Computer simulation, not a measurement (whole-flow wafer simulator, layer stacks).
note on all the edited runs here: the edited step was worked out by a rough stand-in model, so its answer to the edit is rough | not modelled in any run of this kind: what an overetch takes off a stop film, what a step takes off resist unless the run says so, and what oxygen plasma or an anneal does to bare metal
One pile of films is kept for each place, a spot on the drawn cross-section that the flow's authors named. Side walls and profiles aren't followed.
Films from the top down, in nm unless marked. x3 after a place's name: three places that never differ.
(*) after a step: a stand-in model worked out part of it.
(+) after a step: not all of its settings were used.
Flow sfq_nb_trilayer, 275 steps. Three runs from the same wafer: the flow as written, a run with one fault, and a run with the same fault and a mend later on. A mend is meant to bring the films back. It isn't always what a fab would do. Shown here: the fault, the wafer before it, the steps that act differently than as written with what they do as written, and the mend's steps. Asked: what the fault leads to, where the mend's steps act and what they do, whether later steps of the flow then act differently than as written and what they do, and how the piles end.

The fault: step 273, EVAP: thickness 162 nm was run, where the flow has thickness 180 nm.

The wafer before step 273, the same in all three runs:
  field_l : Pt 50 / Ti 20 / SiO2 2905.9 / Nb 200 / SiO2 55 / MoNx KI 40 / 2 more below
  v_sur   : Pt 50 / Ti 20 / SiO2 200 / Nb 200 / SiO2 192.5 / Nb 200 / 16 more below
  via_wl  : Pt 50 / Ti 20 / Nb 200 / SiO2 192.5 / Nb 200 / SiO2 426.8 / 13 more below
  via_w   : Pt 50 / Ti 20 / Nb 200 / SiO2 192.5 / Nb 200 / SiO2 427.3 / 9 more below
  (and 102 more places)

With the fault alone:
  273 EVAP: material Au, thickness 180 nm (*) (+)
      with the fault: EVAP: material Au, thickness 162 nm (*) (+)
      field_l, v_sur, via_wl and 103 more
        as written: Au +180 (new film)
        with the fault: Au +162 (new film)
  Later steps of the flow that act differently than as written:
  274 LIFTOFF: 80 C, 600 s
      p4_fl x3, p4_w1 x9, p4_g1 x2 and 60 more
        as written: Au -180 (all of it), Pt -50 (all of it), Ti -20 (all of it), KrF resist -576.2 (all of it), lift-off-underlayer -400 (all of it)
        with the fault: Au -162 (all of it), Pt -50 (all of it), Ti -20 (all of it), KrF resist -576.2 (all of it), lift-off-underlayer -400 (all of it)
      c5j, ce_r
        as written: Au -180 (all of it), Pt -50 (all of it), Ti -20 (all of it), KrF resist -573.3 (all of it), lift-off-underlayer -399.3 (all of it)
        with the fault: Au -162 (all of it), Pt -50 (all of it), Ti -20 (all of it), KrF resist -573.3 (all of it), lift-off-underlayer -399.3 (all of it)
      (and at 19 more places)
  At the end the piles differ from the flow's by more than 2% or 0.5 nm, whichever is larger, at field_l, v_sur, via_wl and 8 more.
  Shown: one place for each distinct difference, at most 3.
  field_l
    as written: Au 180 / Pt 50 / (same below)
    with the fault: Au 162 / Pt 50 / (same below)

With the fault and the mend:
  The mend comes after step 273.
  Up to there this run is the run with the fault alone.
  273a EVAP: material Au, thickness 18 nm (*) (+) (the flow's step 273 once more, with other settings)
      field_l, v_sur, via_wl and 103 more
        Au +18
  No later step of the flow acts differently than as written at any place that is followed.
  At the end the piles are the same as the flow's at every place that both follow.
